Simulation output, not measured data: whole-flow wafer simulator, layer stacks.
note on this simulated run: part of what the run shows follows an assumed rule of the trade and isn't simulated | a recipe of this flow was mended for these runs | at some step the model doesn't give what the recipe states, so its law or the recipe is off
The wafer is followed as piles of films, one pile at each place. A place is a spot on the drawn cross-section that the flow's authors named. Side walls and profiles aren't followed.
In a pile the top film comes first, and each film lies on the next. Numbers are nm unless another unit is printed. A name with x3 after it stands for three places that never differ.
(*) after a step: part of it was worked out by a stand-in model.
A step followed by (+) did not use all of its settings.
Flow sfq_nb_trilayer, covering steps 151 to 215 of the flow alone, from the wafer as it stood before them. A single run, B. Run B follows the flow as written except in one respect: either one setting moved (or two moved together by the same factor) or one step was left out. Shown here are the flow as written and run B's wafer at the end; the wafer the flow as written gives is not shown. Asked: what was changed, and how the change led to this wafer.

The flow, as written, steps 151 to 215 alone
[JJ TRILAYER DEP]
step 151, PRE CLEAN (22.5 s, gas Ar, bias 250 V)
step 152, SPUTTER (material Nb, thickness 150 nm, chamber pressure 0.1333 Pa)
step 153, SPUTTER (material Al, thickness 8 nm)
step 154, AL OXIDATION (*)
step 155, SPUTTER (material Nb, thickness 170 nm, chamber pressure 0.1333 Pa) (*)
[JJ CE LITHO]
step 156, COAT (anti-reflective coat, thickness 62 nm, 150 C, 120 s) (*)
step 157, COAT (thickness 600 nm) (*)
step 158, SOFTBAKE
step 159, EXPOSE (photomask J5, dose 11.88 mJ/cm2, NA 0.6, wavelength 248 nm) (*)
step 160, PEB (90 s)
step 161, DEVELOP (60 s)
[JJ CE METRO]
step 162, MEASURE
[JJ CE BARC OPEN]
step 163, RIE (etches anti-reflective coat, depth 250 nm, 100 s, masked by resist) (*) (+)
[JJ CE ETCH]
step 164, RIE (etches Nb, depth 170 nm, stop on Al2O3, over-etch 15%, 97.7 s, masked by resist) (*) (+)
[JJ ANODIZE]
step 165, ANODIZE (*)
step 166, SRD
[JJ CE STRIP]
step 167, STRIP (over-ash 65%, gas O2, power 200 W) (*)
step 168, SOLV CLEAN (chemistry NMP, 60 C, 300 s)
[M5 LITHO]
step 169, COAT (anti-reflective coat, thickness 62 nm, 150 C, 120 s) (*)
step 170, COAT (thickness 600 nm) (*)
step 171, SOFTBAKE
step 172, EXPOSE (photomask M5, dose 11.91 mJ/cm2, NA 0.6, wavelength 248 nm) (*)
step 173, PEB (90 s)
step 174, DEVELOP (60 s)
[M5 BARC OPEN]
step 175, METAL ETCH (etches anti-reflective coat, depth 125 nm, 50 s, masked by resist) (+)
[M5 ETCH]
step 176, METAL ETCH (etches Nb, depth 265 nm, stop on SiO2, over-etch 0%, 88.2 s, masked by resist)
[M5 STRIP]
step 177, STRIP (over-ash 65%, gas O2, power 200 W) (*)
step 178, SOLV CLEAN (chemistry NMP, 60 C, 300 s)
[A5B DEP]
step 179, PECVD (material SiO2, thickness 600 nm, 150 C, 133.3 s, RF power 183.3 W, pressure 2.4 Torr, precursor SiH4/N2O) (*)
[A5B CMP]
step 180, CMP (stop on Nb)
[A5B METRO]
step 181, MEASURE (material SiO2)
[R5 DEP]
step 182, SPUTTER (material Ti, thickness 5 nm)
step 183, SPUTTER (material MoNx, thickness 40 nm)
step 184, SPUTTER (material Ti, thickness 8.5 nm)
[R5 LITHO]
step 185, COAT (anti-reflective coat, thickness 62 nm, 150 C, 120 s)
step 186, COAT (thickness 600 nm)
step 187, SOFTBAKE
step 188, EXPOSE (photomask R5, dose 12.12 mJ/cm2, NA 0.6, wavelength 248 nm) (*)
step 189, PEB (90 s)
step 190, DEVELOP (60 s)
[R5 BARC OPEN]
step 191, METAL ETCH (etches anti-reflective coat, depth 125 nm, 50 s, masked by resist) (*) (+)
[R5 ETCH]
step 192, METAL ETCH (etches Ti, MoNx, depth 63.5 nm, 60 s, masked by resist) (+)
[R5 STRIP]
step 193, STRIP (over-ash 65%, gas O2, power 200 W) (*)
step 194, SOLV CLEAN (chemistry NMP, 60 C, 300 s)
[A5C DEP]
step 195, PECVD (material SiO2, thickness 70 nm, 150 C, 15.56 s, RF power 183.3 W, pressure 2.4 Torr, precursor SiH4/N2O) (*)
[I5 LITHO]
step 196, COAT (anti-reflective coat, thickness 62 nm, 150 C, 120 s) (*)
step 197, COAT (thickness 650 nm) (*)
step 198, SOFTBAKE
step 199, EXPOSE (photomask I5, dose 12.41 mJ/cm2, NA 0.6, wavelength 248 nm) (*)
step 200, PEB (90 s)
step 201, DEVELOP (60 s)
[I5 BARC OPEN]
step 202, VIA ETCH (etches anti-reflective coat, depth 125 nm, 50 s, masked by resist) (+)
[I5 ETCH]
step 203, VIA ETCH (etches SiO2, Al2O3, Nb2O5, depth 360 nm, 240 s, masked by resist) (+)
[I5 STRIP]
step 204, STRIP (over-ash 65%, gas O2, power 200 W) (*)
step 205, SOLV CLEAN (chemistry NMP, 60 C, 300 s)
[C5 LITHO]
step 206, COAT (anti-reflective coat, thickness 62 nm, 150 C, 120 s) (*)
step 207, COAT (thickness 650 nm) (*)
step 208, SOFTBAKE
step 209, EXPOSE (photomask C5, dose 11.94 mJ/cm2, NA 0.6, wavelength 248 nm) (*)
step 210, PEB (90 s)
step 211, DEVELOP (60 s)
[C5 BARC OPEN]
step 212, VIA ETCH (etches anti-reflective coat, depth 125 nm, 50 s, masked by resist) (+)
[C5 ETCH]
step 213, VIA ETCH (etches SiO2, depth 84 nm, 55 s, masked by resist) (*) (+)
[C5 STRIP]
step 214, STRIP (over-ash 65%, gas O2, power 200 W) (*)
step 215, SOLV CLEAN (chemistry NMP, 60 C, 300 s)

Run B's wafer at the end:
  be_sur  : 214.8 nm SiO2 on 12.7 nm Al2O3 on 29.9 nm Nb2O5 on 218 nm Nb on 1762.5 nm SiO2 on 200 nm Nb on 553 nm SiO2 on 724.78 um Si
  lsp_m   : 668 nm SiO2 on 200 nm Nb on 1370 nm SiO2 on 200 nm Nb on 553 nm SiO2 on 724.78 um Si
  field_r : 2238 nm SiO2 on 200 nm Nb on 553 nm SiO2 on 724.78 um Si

What caused this: step 152, SPUTTER: thickness 228.8 nm was run, whereas the flow has thickness 150 nm.

The path from the change to this, step by step:
  step 152, SPUTTER (material Nb, thickness 150 nm, chamber pressure 0.1333 Pa)
      field_l, v_sur, via_sp and 100 more: +228.8 Nb (new film) (as written it would have been: +150 Nb (new film))
      via_wl, via_w, via_wr: +199 Nb (as written it would have been: +129.8 Nb)
  step 153, SPUTTER (material Al, thickness 8 nm)
      via_wl, via_wr: +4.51 Al (new film) (as written it would have been: +5.13 Al (new film))
  step 155, SPUTTER (material Nb, thickness 170 nm, chamber pressure 0.1333 Pa) (*)
      via_wl, via_wr: +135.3 Nb (new film) (as written it would have been: +139.9 Nb (new film))
      via_w: +135.7 Nb (new film) (as written it would have been: +140.2 Nb (new film))
  step 156, COAT (anti-reflective coat, thickness 62 nm, 150 C, 120 s) (*)
      via_wl, via_wr: +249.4 anti-reflective coat (new film) (as written it would have been: +224.3 anti-reflective coat (new film))
      v_sur: +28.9 anti-reflective coat (new film) (as written it would have been: +27.8 anti-reflective coat (new film))
      (and at 1 other place as well)
  step 163, RIE (etches anti-reflective coat, depth 250 nm, 100 s, masked by resist) (*) (+)
      via_wl, via_wr: -249.4 anti-reflective coat (all of it) (as written it would have been: -224.3 anti-reflective coat (all of it))
      v_sur: -28.9 anti-reflective coat (all of it) (as written it would have been: -27.8 anti-reflective coat (all of it))
      (and at 1 other place as well)
  step 164, RIE (etches Nb, depth 170 nm, stop on Al2O3, over-etch 15%, 97.7 s, masked by resist) (*) (+)
      via_wl, via_wr: -135.3 Nb (all of it), -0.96 Al2O3 (all of it) (as written it would have been: -139.9 Nb (all of it), -0.96 Al2O3 (all of it))
      via_w: -135.7 Nb (all of it), -0.96 Al2O3 (all of it) (as written it would have been: -140.2 Nb (all of it), -0.96 Al2O3 (all of it))
  step 165, ANODIZE (*)
      via_wl, via_wr: +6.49 Al2O3 (new film), +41 Nb2O5 (new film), -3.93 Al (all of it), -14.8 Nb (as written it would have been: +7.51 Al2O3 (new film), +39.2 Nb2O5 (new film), -4.55 Al (all of it), -14.1 Nb)
      via_w: +10.2 Al2O3 (new film), +34.3 Nb2O5 (new film), -6.21 Al (all of it), -12.3 Nb (as written it would have been: +10.7 Al2O3 (new film), +33.4 Nb2O5 (new film), -6.51 Al (all of it), -12 Nb)
  step 169, COAT (anti-reflective coat, thickness 62 nm, 150 C, 120 s) (*)
      via_wl, via_wr: +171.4 anti-reflective coat (new film) (as written it would have been: +184 anti-reflective coat (new film))
      field_l: +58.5 anti-reflective coat (new film) (as written it would have been: +61.6 anti-reflective coat (new film))
      (and at 3 other places as well)
  step 170, COAT (thickness 600 nm) (*)
      via_wl: +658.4 KrF-resist-other-grade (new film) (as written it would have been: +645 KrF-resist-other-grade (new film))
      via_wr: +659.9 KrF-resist-other-grade (new film) (as written it would have been: +646 KrF-resist-other-grade (new film))
  step 175, METAL ETCH (etches anti-reflective coat, depth 125 nm, 50 s, masked by resist) (+)
      field_l: -58.5 anti-reflective coat (all of it), -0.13 Al2O3 (as written it would have been: -61.6 anti-reflective coat (all of it), -0.13 Al2O3)
  step 176, METAL ETCH (etches Nb, depth 265 nm, stop on SiO2, over-etch 0%, 88.2 s, masked by resist)
      field_l, res, r_end and 47 more: -12.6 Al2O3 (all of it), -29.9 Nb2O5 (all of it), -218 Nb (all of it), -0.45 SiO2 (as written it would have been: -12.6 Al2O3 (all of it), -29.9 Nb2O5 (all of it), -139.2 Nb (all of it), -8.33 SiO2)
      r_sur, wl_a_sl, wl_a_m6: -12.5 Al2O3 (all of it), -29.9 Nb2O5 (all of it), -218 Nb (all of it), -0.45 SiO2 (as written it would have been: -12.5 Al2O3 (all of it), -29.9 Nb2O5 (all of it), -139.2 Nb (all of it), -8.33 SiO2)
  step 177, STRIP (over-ash 65%, gas O2, power 200 W) (*)
      v_sur: -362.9 KrF-resist-other-grade (all of it), -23 anti-reflective coat (all of it) (as written it would have been: -366.5 KrF-resist-other-grade (all of it), -26.6 anti-reflective coat (all of it))
      via_wl: -431.5 KrF-resist-other-grade (all of it), -171.4 anti-reflective coat (all of it) (as written it would have been: -418.2 KrF-resist-other-grade (all of it), -184 anti-reflective coat (all of it))
      (and at 3 other places as well)
  step 180, CMP (stop on Nb)
      field_l, p4_fl x5, p4_w1 x9 and 27 more: -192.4 SiO2 (as written it would have been: -263.3 SiO2)
      r_sur, res, r_end, moat, field_r, lsp_l: -182.9 SiO2 (as written it would have been: -256.4 SiO2)
      (and at 8 other places as well)
